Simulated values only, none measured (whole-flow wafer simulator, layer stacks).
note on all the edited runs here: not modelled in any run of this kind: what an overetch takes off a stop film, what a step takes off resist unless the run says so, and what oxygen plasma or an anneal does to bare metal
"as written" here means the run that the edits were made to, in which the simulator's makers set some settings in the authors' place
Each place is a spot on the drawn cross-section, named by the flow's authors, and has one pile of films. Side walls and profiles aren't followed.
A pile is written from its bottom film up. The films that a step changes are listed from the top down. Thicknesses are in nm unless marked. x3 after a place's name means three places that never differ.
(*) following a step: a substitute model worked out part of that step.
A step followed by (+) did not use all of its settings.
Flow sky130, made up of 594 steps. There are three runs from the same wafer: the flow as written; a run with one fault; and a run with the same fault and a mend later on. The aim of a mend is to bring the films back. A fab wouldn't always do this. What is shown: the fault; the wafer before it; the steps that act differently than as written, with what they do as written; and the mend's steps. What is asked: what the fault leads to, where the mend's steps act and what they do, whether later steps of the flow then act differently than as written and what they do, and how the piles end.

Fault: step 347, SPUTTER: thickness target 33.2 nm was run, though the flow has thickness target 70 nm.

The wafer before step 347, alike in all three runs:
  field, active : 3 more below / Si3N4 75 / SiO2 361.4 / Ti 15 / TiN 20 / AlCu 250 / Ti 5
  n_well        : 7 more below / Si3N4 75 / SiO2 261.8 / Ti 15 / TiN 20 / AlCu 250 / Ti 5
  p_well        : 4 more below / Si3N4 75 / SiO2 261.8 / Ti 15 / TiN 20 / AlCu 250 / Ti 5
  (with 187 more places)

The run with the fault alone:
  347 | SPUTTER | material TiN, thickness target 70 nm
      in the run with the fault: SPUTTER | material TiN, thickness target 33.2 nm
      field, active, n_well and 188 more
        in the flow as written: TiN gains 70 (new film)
        in the run with the fault: TiN gains 33.2 (new film)
  Steps further on in the flow that do not act as written (19 more steps, not shown, differ only slightly: by at most 2% or 0.5 nm, whichever is larger):
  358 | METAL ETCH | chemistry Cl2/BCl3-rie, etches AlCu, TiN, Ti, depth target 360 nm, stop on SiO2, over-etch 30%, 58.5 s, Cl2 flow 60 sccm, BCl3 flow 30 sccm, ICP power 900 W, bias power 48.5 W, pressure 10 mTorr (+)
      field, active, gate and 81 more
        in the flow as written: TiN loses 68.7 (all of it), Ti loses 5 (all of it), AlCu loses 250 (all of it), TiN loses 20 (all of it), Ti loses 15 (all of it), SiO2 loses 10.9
        in the run with the fault: TiN loses 31.9 (all of it), Ti loses 5 (all of it), AlCu loses 250 (all of it), TiN loses 20 (all of it), Ti loses 15 (all of it), SiO2 loses 14.6
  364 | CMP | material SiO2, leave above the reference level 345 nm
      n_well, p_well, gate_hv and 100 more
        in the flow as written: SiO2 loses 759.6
        in the run with the fault: SiO2 loses 722.8
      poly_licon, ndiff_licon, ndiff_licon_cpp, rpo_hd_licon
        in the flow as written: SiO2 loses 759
        in the run with the fault: SiO2 loses 722.2
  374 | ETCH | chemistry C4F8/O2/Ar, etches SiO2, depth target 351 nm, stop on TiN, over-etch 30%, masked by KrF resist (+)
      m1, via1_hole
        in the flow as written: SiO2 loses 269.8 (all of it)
        in the run with the fault: SiO2 loses 306.6 (all of it)
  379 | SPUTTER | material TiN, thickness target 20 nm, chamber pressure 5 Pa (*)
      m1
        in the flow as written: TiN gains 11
        in the run with the fault: TiN gains 10.3
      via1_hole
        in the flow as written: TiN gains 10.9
        in the run with the fault: TiN gains 10.3
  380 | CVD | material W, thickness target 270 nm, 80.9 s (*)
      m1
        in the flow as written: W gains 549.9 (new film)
        in the run with the fault: W gains 587.3 (new film)
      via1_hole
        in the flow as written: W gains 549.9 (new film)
        in the run with the fault: W gains 587.4 (new film)
  The piles end different from the flow's at n_well, p_well, gate_hv and 104 more by more than 2% or 0.5 nm, whichever is larger.
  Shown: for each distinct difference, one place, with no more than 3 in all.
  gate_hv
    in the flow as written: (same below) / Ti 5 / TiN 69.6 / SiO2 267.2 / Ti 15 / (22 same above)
    in the run with the fault: (same below) / Ti 5 / TiN 32.8 / SiO2 304 / Ti 15 / (22 same above)
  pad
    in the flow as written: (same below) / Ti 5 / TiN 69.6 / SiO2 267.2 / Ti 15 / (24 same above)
    in the run with the fault: (same below) / Ti 5 / TiN 32.8 / SiO2 304 / Ti 15 / (24 same above)
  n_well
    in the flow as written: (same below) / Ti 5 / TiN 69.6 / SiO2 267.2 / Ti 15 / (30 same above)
    in the run with the fault: (same below) / Ti 5 / TiN 32.8 / SiO2 304 / Ti 15 / (30 same above)

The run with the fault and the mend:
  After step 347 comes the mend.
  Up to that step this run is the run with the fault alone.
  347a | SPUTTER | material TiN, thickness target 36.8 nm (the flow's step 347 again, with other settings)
      field, active, n_well and 188 more
        TiN gains 36.8
  Later steps of the flow that are run all act as written at every place that is followed.
  The piles end the same as the flow's at every place that both follow.
